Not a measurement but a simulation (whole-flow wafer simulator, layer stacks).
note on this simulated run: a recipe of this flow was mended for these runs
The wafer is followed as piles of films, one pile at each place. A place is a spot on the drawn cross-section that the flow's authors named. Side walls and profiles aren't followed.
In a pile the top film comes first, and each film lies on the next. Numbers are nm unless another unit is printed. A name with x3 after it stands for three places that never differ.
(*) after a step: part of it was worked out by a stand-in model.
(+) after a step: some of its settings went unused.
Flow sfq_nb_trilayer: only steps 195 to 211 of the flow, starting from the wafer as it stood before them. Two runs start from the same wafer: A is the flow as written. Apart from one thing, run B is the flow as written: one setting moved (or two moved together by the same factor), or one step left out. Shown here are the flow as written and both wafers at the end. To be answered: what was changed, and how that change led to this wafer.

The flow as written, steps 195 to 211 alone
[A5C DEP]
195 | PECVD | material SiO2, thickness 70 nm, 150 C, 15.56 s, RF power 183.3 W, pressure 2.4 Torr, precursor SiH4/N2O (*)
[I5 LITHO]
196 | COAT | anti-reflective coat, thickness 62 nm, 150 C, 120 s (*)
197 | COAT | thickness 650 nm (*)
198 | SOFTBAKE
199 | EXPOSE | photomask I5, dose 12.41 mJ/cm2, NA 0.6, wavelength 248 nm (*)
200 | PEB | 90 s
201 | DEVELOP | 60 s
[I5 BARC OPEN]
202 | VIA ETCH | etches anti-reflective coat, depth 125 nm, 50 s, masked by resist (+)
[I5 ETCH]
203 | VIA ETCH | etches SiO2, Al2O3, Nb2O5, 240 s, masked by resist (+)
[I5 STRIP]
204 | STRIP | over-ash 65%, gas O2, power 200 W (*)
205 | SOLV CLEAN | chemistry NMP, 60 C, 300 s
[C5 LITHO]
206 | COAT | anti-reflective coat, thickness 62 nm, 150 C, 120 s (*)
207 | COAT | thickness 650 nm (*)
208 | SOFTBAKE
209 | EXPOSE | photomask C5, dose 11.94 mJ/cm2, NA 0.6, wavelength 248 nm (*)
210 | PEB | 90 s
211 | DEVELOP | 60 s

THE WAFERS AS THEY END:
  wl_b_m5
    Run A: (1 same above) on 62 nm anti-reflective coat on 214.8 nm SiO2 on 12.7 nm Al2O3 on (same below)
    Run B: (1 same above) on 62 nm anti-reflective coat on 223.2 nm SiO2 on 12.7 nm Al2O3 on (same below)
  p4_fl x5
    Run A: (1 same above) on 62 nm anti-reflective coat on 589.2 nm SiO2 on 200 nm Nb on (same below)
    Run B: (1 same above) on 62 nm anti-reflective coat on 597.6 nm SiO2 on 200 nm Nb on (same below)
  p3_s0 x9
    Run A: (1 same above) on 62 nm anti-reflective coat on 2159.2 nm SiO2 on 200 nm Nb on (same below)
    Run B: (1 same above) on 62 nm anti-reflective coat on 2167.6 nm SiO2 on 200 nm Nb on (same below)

Cause: step 195, PECVD: thickness 78.4 nm was run, whereas the flow has thickness 70 nm; step 195, PECVD: 17.42 s was run, where the flow has 15.56 s.

How this came from the change, step by step:
  195 | PECVD | material SiO2, thickness 70 nm, 150 C, 15.56 s, RF power 183.3 W, pressure 2.4 Torr, precursor SiH4/N2O (*)
      field_l, v_sur, via_wl and 92 more: A +70 SiO2 | B +78.4 SiO2
      ce_l, c5j, ce_r and 8 more: A +70 SiO2 (new film) | B +78.4 SiO2 (new film)
  203 | VIA ETCH | etches SiO2, Al2O3, Nb2O5, 240 s, masked by resist (+)
      be: A -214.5 SiO2 (all of it), -12.7 Al2O3 (all of it), -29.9 Nb2O5 (all of it), -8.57 Nb | B -222.9 SiO2 (all of it), -12.7 Al2O3 (all of it), -29.9 Nb2O5 (all of it), -7.87 Nb
